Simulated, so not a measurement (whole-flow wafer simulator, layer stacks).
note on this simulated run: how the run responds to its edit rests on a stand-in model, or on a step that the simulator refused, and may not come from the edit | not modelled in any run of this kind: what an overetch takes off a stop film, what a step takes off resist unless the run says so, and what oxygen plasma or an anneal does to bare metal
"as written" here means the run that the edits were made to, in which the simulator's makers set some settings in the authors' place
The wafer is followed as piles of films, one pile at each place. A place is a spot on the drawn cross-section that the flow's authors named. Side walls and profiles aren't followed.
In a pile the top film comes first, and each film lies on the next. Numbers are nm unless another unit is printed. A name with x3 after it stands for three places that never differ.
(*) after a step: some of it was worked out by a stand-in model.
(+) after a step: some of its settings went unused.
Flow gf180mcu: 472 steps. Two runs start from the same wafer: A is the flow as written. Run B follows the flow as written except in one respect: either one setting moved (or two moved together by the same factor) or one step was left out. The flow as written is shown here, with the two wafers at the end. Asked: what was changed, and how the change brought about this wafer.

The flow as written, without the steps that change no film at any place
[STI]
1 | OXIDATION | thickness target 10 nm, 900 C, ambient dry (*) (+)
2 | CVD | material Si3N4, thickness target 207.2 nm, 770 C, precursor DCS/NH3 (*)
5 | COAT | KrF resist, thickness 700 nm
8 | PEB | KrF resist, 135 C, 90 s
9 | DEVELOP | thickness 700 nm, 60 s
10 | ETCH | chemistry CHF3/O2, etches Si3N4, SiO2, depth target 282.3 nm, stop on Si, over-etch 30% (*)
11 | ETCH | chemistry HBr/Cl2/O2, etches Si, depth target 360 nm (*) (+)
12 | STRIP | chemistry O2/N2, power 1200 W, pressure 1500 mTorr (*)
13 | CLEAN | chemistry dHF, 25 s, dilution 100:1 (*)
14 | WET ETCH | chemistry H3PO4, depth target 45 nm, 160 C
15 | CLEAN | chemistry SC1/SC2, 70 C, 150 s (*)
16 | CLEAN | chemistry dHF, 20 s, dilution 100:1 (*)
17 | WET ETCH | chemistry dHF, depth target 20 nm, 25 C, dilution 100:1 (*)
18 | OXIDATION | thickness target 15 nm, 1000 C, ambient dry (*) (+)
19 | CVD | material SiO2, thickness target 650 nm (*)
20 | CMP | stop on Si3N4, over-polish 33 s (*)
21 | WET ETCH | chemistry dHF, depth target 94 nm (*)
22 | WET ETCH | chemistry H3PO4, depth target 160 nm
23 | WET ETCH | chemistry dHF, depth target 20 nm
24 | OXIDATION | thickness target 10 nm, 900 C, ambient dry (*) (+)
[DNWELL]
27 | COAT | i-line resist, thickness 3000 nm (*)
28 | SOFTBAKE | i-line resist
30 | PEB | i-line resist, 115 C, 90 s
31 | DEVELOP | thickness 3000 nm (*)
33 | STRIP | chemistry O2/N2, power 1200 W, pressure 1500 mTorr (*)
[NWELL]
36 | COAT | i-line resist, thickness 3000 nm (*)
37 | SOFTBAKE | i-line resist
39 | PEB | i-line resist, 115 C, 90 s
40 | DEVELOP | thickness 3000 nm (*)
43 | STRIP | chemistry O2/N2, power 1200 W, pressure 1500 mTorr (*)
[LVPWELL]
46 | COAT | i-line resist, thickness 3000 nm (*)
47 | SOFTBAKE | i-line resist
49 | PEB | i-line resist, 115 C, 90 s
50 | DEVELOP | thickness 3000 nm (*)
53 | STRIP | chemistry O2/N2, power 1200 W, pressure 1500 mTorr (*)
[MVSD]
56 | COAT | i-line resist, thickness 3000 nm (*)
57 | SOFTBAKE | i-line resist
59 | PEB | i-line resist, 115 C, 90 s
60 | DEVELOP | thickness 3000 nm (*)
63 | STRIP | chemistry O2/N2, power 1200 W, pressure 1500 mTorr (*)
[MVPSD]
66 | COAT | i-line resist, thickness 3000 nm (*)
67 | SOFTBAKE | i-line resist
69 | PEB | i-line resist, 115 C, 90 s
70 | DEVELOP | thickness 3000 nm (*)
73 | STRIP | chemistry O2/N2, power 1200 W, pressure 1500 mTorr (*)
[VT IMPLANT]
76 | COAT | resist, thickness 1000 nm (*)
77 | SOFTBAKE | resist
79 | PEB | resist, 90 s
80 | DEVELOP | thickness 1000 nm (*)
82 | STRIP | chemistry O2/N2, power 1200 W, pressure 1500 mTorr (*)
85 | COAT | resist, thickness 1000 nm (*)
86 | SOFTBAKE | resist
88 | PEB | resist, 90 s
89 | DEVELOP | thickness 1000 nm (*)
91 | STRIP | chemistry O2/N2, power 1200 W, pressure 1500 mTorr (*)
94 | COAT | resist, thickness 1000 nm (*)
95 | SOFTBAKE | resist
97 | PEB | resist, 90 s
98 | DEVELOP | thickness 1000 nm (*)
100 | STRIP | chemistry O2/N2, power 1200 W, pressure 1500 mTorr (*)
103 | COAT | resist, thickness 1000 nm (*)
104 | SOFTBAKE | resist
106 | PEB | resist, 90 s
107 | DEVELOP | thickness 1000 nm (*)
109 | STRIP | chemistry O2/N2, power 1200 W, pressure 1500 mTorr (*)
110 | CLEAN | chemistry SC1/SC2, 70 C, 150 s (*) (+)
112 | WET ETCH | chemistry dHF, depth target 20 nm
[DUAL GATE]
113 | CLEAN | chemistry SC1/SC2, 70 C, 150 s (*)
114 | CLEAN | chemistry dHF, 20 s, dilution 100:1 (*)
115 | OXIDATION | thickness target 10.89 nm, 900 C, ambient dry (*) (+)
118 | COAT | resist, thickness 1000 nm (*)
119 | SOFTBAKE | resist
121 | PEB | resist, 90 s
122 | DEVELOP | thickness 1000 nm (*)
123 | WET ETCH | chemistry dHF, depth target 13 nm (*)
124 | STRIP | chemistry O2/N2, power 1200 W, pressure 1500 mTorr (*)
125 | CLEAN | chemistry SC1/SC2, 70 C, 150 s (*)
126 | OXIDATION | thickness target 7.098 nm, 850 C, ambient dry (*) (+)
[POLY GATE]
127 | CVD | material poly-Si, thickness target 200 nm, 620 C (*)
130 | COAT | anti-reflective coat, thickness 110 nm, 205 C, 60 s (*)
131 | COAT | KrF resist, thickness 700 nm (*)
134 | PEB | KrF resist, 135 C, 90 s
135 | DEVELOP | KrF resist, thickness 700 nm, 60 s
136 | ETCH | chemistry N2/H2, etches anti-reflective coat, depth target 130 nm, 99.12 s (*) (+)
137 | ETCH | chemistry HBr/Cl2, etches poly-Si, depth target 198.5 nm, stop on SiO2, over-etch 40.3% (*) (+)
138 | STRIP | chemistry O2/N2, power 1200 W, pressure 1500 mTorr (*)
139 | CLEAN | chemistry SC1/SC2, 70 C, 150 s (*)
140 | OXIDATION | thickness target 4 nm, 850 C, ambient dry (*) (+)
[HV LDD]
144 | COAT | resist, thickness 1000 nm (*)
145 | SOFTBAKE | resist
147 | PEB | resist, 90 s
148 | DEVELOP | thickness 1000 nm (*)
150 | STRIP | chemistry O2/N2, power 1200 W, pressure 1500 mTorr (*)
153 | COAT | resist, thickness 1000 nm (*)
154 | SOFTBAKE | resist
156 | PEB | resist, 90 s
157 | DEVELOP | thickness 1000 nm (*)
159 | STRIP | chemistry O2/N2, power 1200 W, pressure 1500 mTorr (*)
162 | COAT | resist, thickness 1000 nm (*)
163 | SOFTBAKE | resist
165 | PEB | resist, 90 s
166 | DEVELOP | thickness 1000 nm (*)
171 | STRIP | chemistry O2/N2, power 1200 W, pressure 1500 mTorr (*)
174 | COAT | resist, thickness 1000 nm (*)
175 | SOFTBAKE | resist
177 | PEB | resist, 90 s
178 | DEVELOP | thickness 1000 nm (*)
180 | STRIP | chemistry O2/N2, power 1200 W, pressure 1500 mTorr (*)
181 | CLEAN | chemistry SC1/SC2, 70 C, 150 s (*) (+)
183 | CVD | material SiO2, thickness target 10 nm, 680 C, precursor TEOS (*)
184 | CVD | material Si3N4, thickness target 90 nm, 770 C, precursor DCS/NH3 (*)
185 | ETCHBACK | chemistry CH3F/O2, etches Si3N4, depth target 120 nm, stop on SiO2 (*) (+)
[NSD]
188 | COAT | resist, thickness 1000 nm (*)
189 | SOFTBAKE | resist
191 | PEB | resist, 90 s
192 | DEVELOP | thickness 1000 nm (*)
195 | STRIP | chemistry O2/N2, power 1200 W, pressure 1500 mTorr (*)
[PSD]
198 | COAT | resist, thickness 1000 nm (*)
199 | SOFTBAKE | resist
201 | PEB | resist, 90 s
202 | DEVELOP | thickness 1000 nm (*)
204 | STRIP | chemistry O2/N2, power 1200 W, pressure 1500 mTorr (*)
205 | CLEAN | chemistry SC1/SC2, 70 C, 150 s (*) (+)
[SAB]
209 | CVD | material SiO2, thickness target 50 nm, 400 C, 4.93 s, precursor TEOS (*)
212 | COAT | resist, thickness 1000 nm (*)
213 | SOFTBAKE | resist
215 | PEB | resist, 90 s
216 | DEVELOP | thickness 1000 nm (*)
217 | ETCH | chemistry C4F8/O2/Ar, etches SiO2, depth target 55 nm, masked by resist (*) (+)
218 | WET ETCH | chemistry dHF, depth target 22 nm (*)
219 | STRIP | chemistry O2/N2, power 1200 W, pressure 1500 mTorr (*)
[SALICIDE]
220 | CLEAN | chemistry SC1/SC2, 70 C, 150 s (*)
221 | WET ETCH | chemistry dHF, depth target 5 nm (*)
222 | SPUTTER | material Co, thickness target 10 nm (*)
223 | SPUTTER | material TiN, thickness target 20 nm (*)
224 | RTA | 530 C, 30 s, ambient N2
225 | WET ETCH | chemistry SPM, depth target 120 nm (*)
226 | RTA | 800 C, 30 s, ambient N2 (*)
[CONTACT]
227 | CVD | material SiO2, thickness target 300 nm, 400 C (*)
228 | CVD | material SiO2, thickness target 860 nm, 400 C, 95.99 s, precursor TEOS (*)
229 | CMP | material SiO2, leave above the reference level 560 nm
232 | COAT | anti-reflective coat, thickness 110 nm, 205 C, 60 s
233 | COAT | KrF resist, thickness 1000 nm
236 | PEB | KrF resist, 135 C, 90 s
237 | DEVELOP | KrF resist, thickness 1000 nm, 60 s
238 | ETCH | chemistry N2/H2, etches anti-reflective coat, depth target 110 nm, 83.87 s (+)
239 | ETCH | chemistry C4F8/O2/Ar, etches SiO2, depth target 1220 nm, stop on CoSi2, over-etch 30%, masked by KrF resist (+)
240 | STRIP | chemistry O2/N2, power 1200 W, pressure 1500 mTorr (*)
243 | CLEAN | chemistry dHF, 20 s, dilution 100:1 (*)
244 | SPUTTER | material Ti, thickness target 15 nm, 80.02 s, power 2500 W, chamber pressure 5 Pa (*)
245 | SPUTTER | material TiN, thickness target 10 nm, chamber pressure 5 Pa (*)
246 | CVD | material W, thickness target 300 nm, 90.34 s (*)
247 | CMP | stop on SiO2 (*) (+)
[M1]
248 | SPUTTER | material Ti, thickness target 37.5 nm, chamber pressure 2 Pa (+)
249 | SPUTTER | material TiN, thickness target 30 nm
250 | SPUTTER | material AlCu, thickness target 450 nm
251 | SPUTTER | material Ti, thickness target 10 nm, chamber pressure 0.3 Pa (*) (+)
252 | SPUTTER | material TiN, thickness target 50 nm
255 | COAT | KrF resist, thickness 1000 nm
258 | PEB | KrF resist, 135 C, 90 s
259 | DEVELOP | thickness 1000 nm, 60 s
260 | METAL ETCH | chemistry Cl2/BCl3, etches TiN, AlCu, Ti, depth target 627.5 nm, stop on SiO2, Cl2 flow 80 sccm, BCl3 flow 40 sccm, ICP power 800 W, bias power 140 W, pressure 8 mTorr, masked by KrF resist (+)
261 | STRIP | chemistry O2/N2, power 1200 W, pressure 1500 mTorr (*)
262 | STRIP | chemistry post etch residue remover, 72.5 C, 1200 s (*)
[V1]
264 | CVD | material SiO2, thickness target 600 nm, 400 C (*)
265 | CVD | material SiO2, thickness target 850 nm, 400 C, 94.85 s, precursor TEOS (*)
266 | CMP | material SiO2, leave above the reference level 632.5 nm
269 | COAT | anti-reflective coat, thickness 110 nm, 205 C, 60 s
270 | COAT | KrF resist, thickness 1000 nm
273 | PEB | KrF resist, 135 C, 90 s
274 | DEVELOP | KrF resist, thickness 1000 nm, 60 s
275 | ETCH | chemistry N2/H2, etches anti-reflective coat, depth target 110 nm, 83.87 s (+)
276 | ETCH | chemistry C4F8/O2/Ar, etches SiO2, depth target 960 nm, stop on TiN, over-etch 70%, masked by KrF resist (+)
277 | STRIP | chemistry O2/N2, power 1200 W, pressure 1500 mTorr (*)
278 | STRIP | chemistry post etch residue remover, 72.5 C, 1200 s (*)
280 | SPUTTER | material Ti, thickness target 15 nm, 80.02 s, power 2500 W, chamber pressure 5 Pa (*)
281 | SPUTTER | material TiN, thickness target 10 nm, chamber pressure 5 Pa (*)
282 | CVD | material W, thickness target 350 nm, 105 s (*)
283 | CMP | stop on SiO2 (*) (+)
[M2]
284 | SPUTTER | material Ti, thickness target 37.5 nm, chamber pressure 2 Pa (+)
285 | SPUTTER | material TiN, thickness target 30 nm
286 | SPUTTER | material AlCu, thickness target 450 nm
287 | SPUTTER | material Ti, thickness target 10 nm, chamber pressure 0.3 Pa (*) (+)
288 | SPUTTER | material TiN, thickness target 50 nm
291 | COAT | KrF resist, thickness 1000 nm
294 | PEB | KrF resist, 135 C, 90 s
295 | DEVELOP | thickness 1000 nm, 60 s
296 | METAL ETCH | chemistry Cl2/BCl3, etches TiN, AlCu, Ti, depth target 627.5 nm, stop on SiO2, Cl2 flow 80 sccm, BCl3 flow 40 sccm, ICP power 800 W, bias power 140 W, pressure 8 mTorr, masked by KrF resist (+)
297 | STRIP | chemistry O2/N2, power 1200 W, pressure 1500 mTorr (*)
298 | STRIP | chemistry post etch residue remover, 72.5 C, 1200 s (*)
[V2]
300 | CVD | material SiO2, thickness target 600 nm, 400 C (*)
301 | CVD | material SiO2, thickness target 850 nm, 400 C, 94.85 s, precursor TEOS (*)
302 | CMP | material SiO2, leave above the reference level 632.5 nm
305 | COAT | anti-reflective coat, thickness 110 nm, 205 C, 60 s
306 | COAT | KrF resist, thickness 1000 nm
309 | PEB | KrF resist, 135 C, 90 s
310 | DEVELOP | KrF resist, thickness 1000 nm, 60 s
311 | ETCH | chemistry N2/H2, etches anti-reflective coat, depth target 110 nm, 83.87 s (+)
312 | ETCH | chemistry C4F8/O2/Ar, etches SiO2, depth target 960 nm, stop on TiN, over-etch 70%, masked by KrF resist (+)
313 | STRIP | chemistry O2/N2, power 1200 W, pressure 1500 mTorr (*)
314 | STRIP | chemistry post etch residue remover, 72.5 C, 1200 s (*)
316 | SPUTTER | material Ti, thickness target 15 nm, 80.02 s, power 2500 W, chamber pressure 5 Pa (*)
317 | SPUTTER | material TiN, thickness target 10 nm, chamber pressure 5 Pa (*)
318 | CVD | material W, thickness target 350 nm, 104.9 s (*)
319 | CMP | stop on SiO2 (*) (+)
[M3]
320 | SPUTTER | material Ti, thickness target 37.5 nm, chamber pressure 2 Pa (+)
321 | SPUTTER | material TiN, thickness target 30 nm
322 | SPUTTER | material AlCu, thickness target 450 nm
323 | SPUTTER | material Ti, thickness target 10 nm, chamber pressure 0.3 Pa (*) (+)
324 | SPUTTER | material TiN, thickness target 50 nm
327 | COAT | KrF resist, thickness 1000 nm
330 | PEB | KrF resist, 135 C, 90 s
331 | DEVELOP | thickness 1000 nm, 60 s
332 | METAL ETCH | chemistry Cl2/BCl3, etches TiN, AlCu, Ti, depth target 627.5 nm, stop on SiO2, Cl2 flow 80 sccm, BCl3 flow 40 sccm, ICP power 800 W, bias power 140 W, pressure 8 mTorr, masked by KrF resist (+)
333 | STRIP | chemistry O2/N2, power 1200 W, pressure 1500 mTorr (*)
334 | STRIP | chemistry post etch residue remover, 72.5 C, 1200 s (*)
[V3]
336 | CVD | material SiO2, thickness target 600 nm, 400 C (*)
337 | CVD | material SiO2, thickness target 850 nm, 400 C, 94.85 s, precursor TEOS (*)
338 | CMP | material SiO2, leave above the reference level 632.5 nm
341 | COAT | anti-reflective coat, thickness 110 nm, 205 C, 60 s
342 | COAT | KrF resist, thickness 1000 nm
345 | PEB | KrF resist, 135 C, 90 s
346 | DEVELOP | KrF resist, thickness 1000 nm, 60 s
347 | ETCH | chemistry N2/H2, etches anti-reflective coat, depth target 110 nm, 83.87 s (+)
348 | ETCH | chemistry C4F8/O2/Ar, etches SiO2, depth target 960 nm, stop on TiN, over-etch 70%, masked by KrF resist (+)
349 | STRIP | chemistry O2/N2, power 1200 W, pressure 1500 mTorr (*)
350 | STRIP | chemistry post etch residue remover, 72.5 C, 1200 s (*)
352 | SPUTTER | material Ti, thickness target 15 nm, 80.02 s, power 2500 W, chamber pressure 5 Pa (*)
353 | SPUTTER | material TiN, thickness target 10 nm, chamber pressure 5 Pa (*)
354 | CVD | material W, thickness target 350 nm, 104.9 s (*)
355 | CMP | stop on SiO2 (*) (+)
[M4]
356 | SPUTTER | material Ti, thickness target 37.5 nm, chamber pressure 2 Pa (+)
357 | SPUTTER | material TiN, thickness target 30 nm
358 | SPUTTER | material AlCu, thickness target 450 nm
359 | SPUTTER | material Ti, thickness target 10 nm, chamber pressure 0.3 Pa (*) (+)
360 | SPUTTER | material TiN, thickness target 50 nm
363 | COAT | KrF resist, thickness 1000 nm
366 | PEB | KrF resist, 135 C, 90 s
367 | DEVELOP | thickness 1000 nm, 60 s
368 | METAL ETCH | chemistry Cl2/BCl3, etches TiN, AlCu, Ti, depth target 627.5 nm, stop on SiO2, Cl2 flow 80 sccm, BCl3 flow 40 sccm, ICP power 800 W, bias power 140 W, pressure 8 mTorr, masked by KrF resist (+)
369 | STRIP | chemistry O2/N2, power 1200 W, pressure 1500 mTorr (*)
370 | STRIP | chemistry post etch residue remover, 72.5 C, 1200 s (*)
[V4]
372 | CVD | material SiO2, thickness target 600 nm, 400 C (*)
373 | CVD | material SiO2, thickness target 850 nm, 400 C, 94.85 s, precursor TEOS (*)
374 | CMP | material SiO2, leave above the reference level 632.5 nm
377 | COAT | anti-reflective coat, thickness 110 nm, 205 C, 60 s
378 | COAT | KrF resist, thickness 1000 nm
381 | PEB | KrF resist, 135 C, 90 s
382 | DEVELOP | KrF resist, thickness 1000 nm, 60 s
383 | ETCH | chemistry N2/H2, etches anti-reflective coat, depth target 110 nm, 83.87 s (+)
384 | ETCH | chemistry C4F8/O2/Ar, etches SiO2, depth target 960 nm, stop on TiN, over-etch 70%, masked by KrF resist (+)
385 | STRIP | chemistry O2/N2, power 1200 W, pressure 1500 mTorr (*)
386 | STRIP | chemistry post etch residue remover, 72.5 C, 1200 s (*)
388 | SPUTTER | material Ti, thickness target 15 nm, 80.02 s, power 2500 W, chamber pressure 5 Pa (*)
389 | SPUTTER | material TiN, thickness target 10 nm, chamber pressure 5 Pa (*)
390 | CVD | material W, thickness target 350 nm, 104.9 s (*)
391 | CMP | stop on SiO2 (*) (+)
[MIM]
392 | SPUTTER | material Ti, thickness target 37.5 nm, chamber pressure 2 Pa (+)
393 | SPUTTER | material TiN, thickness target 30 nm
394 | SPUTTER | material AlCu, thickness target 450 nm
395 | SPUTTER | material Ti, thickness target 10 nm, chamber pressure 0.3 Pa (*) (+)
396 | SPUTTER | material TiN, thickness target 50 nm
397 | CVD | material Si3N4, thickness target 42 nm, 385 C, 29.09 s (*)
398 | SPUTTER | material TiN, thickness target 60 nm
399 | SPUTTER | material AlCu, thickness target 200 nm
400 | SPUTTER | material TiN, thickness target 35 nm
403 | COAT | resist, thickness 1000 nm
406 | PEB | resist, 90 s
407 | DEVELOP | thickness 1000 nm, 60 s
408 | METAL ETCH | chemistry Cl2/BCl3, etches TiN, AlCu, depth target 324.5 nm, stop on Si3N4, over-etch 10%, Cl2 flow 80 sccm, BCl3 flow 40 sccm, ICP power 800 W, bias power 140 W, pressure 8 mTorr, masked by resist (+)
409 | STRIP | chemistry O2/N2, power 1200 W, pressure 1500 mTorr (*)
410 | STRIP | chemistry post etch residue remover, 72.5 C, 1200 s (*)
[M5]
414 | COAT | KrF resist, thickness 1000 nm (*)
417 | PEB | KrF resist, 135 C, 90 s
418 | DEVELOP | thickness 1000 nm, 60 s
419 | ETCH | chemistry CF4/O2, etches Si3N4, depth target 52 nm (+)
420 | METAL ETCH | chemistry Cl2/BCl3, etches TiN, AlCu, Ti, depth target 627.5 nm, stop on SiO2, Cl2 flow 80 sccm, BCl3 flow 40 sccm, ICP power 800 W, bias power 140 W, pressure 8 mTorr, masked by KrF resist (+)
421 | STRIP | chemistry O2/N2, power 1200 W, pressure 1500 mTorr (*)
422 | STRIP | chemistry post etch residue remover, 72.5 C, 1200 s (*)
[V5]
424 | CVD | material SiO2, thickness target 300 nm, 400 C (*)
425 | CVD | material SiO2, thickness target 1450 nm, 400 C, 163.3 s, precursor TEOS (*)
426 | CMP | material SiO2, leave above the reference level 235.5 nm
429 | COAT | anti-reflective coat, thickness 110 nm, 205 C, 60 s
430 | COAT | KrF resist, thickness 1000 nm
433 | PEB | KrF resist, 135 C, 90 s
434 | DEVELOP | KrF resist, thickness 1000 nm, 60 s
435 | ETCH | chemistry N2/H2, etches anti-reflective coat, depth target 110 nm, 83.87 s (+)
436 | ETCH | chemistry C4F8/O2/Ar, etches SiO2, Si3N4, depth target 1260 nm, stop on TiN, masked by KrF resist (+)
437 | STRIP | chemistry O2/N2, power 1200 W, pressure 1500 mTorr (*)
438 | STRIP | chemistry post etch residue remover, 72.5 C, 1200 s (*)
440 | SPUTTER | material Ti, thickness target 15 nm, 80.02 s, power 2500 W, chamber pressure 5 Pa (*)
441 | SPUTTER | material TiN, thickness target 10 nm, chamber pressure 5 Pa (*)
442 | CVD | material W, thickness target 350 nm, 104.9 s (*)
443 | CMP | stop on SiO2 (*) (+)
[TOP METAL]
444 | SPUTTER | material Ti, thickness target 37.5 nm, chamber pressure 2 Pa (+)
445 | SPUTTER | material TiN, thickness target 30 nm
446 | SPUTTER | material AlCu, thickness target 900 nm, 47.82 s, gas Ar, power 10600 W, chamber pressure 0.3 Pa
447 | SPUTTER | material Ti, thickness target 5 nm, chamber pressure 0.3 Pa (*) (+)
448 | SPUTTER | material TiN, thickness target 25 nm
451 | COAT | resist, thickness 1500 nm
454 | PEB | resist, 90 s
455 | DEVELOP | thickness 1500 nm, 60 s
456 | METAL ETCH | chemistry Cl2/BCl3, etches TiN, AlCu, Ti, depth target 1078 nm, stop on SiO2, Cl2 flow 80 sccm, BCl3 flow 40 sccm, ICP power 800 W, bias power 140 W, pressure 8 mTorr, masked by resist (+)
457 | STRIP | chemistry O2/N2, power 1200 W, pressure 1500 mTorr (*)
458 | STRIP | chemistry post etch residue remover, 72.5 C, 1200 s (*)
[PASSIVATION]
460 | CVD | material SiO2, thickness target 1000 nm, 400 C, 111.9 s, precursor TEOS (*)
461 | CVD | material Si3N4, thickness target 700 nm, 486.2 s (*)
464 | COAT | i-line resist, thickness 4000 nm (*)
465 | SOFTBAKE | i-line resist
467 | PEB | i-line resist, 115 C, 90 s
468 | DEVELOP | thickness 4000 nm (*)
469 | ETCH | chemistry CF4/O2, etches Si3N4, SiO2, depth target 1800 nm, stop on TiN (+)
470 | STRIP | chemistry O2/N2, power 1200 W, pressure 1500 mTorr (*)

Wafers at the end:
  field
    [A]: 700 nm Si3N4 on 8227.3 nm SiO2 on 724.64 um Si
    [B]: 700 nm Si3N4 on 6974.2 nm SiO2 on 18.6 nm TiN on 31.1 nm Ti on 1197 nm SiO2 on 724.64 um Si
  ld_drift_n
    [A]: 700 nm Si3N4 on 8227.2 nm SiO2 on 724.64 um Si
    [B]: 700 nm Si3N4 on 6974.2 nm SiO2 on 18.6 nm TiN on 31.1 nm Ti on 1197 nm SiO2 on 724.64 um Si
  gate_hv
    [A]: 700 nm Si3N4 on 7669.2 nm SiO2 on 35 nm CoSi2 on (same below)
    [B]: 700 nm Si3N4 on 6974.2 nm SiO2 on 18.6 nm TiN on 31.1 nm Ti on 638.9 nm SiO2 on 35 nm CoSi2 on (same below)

What caused this: step 248, SPUTTER: thickness target 31.1 nm was run, whereas the flow has thickness target 37.5 nm; step 260, METAL ETCH: depth target 521 nm was run, where the flow has depth target 627.5 nm.

Step by step, how the change led to this:
  248 | SPUTTER | material Ti, thickness target 37.5 nm, chamber pressure 2 Pa (+)
      field, field__w1, field__w2 and 108 more: A Ti gains 37.5 (new film) | B Ti gains 31.1 (new film)
  260 | METAL ETCH | chemistry Cl2/BCl3, etches TiN, AlCu, Ti, depth target 627.5 nm, stop on SiO2, Cl2 flow 80 sccm, BCl3 flow 40 sccm, ICP power 800 W, bias power 140 W, pressure 8 mTorr, masked by KrF resist (+)
      field, field__w1, field__w2 and 99 more: A TiN loses 50 (all of it), Ti loses 10 (all of it), AlCu loses 450 (all of it), TiN loses 30 (all of it), Ti loses 37.5 (all of it) | B TiN loses 50 (all of it), Ti loses 10 (all of it), AlCu loses 450 (all of it), TiN loses 11
      field__w8, contact, m1 and 6 more: A KrF resist loses 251 | B KrF resist loses 208.4
  261 | STRIP | chemistry O2/N2, power 1200 W, pressure 1500 mTorr (*)
      field__w8, contact, m1 and 6 more: A KrF resist loses 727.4 (all of it) | B KrF resist loses 770 (all of it)
  264 | CVD | material SiO2, thickness target 600 nm, 400 C (*)
      field, field__w1, field__w2 and 99 more: A SiO2 gains 600 | B SiO2 gains 600 (new film)
  266 | CMP | material SiO2, leave above the reference level 632.5 nm
      field, field__w1, field__w2 and 99 more: A SiO2 loses 300 | B SiO2 loses 356.1
With metal films that touch counted as one body, field has 1 body; the flow as written gives 0 bodies.
With metal films that touch counted as one body, ld_drift_n has 1 body; the flow as written gives 0 bodies.
With metal films that touch counted as one body, gate_hv has 2 bodies (between them, from the top down: SiO2 638.9); the flow as written gives 1 body.
